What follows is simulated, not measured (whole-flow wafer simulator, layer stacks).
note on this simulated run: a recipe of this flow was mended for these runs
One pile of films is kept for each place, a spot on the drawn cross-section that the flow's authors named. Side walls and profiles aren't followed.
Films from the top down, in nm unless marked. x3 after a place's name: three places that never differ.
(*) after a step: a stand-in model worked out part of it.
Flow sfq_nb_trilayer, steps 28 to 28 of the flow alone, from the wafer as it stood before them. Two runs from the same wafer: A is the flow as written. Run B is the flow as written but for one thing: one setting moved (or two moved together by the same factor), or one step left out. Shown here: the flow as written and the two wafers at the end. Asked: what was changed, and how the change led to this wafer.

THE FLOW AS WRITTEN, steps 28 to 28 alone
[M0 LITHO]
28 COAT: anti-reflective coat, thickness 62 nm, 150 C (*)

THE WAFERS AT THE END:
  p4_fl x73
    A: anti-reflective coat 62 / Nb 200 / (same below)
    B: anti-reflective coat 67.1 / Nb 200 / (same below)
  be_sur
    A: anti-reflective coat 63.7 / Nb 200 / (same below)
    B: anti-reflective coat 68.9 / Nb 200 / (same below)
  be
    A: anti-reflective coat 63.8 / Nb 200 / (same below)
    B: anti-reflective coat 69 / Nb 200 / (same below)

The cause: step 28, COAT: thickness 67.1 nm was run, where the flow has thickness 62 nm.
It can be read off the wafer: p4_fl x73 has anti-reflective coat 67.1, and step 28 as written asks for 62 nm.

How the change led to this, step by step:
  28 COAT: anti-reflective coat, thickness 62 nm, 150 C (*)
      p4_fl x73: A anti-reflective coat +62 (new film) | B anti-reflective coat +67.1 (new film)
      be_sur, gap, jj_sur and 8 more: A anti-reflective coat +63.7 (new film) | B anti-reflective coat +68.9 (new film)
      (and at 22 more places)
